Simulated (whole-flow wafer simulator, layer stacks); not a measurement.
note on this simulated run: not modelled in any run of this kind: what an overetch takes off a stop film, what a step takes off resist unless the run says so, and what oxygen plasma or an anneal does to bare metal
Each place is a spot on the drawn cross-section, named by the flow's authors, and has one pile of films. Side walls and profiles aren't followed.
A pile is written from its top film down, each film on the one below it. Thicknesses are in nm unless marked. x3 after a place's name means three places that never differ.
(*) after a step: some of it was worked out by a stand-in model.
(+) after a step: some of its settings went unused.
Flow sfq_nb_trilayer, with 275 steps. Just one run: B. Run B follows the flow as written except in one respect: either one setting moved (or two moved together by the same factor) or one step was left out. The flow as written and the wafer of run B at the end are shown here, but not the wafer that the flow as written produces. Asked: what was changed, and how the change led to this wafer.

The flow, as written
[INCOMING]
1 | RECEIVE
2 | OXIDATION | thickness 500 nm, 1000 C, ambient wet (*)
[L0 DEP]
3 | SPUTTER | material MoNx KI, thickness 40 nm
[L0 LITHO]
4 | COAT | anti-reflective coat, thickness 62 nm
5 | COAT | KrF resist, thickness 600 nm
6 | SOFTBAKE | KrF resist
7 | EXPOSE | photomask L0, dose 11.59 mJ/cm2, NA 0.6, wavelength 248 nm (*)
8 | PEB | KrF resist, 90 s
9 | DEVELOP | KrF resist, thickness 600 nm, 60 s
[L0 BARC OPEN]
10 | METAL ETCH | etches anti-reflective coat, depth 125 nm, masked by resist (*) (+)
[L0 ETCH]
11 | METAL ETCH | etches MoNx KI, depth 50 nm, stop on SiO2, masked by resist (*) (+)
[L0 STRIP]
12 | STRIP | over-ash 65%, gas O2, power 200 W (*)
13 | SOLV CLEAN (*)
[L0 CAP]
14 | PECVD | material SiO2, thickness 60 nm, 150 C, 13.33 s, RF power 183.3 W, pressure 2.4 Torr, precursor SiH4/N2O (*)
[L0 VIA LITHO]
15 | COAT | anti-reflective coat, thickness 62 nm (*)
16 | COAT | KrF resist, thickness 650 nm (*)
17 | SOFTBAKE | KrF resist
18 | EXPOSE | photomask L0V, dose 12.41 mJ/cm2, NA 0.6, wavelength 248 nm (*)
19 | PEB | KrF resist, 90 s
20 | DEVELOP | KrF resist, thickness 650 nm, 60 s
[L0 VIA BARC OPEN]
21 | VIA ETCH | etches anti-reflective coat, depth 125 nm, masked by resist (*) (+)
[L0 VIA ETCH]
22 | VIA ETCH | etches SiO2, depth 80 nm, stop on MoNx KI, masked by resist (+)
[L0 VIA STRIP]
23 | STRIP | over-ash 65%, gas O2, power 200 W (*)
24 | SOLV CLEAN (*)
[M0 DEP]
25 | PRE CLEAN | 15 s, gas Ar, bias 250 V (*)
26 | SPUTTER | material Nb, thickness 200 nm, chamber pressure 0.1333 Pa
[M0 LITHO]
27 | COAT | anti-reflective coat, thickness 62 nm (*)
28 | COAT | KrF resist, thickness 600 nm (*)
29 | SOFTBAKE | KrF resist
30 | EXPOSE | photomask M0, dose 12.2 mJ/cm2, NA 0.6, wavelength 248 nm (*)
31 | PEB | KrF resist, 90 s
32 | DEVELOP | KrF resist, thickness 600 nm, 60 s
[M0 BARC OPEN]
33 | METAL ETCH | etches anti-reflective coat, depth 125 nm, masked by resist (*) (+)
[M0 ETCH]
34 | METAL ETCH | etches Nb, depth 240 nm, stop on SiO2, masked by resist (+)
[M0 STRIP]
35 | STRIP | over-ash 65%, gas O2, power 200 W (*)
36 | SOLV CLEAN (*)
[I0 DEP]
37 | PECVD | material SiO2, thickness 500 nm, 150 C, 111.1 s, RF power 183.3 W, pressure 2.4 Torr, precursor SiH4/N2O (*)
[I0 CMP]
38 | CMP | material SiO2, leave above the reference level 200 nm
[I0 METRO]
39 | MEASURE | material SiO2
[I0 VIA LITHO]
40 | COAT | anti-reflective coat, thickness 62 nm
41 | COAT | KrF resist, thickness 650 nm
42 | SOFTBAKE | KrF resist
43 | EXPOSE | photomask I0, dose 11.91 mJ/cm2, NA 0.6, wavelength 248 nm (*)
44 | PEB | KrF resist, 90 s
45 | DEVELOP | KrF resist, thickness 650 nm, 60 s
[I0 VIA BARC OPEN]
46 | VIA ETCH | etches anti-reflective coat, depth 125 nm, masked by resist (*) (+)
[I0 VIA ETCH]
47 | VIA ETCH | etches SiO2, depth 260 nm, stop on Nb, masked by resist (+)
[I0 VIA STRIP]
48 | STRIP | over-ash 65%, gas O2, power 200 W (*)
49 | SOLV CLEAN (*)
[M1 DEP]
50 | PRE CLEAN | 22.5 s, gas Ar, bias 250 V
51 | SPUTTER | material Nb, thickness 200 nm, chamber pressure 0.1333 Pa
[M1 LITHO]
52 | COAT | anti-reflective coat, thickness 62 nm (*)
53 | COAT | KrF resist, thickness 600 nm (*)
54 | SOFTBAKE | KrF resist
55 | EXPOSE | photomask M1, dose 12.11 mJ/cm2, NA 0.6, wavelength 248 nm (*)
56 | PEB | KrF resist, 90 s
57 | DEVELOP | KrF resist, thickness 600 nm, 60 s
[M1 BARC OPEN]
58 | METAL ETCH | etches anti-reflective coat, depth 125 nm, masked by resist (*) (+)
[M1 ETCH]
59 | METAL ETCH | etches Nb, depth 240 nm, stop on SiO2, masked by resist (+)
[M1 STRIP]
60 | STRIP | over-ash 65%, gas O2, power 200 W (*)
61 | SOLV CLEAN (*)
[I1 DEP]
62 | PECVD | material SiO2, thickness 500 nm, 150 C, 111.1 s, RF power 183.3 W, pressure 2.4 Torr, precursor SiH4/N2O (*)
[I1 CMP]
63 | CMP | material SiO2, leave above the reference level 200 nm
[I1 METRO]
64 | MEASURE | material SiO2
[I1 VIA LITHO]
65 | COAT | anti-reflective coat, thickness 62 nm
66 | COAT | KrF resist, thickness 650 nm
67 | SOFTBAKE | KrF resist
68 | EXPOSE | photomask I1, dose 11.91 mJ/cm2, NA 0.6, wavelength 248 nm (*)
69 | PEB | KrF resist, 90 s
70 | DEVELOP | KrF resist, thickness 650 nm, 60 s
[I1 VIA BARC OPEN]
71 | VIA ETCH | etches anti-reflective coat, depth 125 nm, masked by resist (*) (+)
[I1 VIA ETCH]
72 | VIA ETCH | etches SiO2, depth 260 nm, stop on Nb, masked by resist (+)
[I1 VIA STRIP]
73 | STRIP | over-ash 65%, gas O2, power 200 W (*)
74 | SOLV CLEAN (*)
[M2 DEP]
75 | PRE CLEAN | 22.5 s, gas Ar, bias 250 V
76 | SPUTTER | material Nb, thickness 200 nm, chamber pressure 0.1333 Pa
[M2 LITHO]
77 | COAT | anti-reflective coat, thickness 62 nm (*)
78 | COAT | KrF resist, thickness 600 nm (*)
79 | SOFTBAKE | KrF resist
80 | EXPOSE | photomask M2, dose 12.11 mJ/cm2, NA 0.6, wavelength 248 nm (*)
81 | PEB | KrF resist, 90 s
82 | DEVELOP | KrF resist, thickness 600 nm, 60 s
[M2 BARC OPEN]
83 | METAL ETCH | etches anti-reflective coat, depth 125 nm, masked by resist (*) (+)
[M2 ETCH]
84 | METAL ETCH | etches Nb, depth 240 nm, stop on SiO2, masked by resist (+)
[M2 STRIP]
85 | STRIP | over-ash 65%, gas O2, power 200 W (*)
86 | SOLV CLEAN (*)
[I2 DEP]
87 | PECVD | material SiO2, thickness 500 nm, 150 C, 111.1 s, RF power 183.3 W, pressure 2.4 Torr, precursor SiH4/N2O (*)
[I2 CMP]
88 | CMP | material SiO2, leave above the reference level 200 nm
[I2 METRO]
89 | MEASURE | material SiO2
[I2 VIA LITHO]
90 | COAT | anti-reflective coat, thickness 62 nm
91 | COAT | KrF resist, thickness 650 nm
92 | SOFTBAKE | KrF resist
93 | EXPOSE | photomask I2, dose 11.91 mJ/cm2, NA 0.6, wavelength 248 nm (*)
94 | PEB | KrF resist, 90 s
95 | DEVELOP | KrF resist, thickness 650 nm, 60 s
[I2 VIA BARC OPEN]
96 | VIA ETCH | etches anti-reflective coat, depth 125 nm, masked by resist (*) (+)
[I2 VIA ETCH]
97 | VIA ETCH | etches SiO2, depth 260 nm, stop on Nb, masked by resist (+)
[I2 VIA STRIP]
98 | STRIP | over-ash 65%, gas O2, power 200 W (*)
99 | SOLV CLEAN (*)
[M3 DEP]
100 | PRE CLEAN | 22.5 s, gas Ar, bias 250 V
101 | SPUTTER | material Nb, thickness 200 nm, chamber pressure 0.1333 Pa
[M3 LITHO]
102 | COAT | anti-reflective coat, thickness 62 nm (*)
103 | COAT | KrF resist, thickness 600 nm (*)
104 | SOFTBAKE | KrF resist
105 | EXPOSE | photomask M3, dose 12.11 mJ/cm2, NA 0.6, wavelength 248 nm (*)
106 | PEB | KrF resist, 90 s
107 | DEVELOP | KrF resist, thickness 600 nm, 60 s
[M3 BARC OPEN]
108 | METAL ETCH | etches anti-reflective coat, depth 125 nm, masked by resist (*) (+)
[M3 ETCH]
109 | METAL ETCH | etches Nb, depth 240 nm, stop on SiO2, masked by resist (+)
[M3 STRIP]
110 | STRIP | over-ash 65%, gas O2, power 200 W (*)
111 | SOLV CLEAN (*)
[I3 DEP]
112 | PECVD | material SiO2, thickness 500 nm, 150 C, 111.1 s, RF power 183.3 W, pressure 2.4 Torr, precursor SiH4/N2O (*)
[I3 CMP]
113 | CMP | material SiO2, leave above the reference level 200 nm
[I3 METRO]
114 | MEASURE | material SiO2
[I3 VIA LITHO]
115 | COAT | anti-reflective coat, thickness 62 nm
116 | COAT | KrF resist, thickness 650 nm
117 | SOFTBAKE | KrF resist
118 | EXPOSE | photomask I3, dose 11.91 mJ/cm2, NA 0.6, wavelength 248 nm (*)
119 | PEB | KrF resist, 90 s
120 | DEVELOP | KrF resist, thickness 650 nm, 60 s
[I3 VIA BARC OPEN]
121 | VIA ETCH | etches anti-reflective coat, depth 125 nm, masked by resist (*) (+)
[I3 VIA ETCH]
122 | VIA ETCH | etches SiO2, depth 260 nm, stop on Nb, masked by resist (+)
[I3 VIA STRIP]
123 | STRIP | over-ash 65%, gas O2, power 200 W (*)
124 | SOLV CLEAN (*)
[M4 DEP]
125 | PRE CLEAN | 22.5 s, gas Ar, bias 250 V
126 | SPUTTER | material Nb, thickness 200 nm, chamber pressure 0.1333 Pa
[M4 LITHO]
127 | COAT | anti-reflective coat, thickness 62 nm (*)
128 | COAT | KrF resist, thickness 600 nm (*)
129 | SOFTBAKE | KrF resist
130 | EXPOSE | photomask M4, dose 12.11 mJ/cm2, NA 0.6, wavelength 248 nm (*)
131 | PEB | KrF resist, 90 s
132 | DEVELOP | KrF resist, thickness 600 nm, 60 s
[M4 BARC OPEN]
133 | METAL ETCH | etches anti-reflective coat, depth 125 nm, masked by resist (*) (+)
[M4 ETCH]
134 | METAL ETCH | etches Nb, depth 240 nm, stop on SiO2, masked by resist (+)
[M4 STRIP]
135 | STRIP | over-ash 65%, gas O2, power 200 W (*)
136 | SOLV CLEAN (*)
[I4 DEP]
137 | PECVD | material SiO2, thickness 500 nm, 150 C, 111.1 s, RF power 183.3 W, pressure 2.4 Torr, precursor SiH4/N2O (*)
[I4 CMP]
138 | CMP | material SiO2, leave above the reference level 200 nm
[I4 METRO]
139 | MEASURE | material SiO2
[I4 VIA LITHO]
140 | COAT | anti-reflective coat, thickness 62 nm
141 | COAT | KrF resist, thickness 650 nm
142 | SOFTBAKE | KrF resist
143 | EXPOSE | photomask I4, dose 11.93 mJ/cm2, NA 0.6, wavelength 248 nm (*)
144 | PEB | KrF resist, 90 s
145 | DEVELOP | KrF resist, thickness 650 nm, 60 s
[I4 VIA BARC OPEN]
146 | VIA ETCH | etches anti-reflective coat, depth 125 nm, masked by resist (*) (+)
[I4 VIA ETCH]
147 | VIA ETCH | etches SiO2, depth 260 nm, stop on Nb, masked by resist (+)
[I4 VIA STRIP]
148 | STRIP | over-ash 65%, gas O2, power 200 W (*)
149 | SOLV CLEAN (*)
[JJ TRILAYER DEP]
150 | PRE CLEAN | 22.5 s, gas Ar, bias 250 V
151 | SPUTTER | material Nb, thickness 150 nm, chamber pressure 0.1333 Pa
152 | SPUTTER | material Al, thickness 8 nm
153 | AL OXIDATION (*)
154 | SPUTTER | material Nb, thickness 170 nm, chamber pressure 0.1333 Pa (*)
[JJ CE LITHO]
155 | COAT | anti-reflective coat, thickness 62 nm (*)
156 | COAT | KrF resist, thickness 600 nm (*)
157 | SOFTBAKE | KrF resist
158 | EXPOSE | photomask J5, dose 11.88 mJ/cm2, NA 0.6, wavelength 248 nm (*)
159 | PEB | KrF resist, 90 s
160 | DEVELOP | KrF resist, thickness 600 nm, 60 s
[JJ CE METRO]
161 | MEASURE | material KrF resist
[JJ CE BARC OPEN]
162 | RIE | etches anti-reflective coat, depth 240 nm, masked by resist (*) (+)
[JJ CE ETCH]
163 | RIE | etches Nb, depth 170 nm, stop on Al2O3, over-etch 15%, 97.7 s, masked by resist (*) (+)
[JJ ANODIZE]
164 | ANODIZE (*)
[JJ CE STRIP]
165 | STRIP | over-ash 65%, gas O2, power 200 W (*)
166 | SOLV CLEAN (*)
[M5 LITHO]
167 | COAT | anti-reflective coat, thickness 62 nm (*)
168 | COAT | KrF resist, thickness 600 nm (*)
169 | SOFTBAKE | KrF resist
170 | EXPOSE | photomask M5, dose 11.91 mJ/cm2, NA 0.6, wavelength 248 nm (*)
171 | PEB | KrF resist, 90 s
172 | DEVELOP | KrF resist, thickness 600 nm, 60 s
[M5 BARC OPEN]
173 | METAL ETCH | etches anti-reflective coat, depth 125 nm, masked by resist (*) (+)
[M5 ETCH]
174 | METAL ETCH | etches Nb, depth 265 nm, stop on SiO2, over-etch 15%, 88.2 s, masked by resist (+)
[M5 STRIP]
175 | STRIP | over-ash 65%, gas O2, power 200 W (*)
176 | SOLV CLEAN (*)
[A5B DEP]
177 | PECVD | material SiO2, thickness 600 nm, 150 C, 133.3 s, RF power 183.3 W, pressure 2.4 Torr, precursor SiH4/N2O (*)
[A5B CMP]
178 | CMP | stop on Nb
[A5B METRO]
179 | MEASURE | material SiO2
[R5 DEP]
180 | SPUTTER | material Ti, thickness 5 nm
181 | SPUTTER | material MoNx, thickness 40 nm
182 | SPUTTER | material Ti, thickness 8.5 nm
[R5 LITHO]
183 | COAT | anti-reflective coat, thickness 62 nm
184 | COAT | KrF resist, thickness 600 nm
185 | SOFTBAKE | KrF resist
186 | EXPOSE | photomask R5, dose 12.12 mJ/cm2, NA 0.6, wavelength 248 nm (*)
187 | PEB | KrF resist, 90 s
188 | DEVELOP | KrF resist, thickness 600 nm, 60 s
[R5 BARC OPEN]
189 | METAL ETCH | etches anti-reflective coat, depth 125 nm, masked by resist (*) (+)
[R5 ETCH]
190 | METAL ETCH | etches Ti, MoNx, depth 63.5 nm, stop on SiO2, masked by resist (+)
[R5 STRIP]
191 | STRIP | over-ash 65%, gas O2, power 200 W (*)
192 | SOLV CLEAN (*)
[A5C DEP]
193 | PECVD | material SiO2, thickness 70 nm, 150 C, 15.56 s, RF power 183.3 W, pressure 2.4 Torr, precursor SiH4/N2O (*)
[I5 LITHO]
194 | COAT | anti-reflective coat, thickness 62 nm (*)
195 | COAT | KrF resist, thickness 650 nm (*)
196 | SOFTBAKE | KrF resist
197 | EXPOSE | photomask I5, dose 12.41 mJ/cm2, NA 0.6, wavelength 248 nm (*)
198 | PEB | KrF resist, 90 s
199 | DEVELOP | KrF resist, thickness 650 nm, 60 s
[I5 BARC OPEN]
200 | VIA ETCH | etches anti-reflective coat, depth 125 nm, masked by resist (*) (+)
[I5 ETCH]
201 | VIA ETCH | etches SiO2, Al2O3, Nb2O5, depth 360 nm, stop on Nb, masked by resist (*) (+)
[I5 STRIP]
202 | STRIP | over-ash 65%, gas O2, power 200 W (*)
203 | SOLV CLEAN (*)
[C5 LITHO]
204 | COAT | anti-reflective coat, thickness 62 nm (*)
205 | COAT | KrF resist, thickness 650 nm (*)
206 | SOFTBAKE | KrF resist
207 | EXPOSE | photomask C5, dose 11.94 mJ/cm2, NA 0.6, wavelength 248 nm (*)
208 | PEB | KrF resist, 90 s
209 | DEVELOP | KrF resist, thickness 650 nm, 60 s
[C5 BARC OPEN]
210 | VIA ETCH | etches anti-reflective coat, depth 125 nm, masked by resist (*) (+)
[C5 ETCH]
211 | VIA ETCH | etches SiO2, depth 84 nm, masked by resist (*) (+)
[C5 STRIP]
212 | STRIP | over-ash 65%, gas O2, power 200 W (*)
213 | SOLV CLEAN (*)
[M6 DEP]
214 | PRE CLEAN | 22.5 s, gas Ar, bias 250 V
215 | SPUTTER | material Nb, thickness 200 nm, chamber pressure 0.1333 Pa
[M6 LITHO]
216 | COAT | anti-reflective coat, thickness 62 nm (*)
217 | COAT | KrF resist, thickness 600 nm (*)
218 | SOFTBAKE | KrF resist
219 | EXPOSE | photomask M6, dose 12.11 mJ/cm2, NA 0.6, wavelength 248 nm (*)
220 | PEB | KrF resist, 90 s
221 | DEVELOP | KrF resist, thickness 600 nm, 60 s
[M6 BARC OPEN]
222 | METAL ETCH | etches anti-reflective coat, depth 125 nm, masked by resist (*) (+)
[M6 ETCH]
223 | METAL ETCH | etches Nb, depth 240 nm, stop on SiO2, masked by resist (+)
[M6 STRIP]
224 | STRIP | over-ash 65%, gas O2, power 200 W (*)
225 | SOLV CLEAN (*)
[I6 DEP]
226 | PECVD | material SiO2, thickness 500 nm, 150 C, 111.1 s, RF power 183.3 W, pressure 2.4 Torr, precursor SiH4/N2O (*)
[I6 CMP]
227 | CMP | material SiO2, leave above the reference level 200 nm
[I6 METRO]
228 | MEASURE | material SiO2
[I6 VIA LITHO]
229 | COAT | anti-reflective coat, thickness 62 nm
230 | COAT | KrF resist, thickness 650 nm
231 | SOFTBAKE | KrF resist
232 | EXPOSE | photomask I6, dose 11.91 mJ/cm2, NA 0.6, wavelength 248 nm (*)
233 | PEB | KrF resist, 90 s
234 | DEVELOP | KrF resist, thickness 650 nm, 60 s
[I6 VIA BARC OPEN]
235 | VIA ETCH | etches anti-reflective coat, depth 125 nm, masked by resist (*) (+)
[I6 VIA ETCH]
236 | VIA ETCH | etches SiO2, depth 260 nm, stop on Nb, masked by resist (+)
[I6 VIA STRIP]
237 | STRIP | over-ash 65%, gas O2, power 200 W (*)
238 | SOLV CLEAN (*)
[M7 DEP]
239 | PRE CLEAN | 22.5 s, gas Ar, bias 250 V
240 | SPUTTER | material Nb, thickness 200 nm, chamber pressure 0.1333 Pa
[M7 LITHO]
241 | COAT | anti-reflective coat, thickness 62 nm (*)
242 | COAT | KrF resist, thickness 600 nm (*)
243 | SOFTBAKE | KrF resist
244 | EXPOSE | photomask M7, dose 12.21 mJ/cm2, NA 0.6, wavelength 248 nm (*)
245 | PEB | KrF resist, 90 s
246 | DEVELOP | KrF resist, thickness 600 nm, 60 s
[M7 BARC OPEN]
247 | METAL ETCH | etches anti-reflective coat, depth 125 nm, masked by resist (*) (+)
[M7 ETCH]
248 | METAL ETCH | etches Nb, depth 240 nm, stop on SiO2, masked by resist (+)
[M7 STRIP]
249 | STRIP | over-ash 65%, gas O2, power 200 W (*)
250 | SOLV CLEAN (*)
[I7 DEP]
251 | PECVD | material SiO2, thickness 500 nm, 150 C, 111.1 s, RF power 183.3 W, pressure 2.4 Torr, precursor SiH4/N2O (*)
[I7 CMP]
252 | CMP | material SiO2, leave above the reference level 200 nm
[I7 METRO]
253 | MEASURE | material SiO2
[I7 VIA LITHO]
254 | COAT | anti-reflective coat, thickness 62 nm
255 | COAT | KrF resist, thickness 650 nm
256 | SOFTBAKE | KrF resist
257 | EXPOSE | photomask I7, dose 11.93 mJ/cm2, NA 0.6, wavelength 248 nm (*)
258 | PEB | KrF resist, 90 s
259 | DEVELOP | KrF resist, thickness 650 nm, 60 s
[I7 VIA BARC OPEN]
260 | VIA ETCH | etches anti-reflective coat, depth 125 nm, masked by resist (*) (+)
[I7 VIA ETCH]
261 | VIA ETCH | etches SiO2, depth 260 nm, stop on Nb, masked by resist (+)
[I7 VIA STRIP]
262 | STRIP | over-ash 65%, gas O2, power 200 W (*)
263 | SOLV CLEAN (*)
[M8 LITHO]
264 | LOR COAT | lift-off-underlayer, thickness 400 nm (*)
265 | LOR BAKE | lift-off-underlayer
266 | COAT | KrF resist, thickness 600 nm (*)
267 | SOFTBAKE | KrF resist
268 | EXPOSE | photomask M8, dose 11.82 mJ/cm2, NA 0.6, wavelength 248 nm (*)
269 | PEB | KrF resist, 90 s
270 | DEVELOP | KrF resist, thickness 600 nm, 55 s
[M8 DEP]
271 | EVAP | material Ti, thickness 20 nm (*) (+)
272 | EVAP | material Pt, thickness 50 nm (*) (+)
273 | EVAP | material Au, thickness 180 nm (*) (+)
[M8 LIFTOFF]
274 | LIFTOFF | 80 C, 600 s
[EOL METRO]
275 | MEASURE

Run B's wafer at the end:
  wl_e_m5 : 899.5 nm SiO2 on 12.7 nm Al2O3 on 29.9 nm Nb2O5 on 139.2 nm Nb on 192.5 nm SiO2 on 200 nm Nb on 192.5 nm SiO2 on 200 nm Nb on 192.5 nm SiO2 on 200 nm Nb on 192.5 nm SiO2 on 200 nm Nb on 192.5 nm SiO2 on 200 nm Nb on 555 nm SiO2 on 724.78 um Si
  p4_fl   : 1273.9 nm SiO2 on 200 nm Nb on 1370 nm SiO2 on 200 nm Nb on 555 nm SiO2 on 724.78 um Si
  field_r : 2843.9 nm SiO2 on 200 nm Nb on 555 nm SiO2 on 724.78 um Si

Cause: step 227, CMP: leave above the reference level 98 nm was run, while the flow as written has leave above the reference level 200 nm.

How this came from the change, step by step:
  227 | CMP | material SiO2, leave above the reference level 200 nm
      field_l, p4_fl, p4_fm and 59 more: -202 SiO2 (in the flow as written it would be: -100 SiO2)
      v_sur, via_wl, via_w and 15 more: -402 SiO2 (in the flow as written it would be: -300 SiO2)
      (as well as at 26 more places)
  236 | VIA ETCH | etches SiO2, depth 260 nm, stop on Nb, masked by resist (+)
      field_l, v_sur, via_wl and 102 more: -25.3 KrF resist (in the flow as written it would be: -44.8 KrF resist)
      via_v: -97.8 SiO2 (all of it) (in the flow as written it would be: -199.8 SiO2 (all of it))
  237 | STRIP | over-ash 65%, gas O2, power 200 W (*)
      field_l, v_sur, via_wl and 102 more: -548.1 KrF resist (all of it), -62 anti-reflective coat (all of it) (in the flow as written it would be: -528.6 KrF resist (all of it), -62 anti-reflective coat (all of it))
  240 | SPUTTER | material Nb, thickness 200 nm, chamber pressure 0.1333 Pa
      via_v: +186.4 Nb (in the flow as written it would be: +161.1 Nb)
  241 | COAT | anti-reflective coat, thickness 62 nm (*)
      via_v: +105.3 anti-reflective coat (new film) (in the flow as written it would be: +126 anti-reflective coat (new film))
      wire: +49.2 anti-reflective coat (new film) (in the flow as written it would be: +50.3 anti-reflective coat (new film))
  242 | COAT | KrF resist, thickness 600 nm (*)
      via_v: +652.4 KrF resist (new film) (in the flow as written it would be: +742.5 KrF resist (new film))
  249 | STRIP | over-ash 65%, gas O2, power 200 W (*)
      via_sp: -382.7 KrF resist (all of it), -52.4 anti-reflective coat (all of it) (in the flow as written it would be: -373.6 KrF resist (all of it), -53.1 anti-reflective coat (all of it))
      via_v: -434.7 KrF resist (all of it), -105.3 anti-reflective coat (all of it) (in the flow as written it would be: -524.5 KrF resist (all of it), -126 anti-reflective coat (all of it))
      (as well as at 1 more place)
  251 | PECVD | material SiO2, thickness 500 nm, 150 C, 111.1 s, RF power 183.3 W, pressure 2.4 Torr, precursor SiH4/N2O (*)
      via_v: +500 SiO2 (new film) (in the flow as written it would be: +621 SiO2 (new film))
  252 | CMP | material SiO2, leave above the reference level 200 nm
      via_v: -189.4 SiO2 (in the flow as written it would be: -183.1 SiO2)
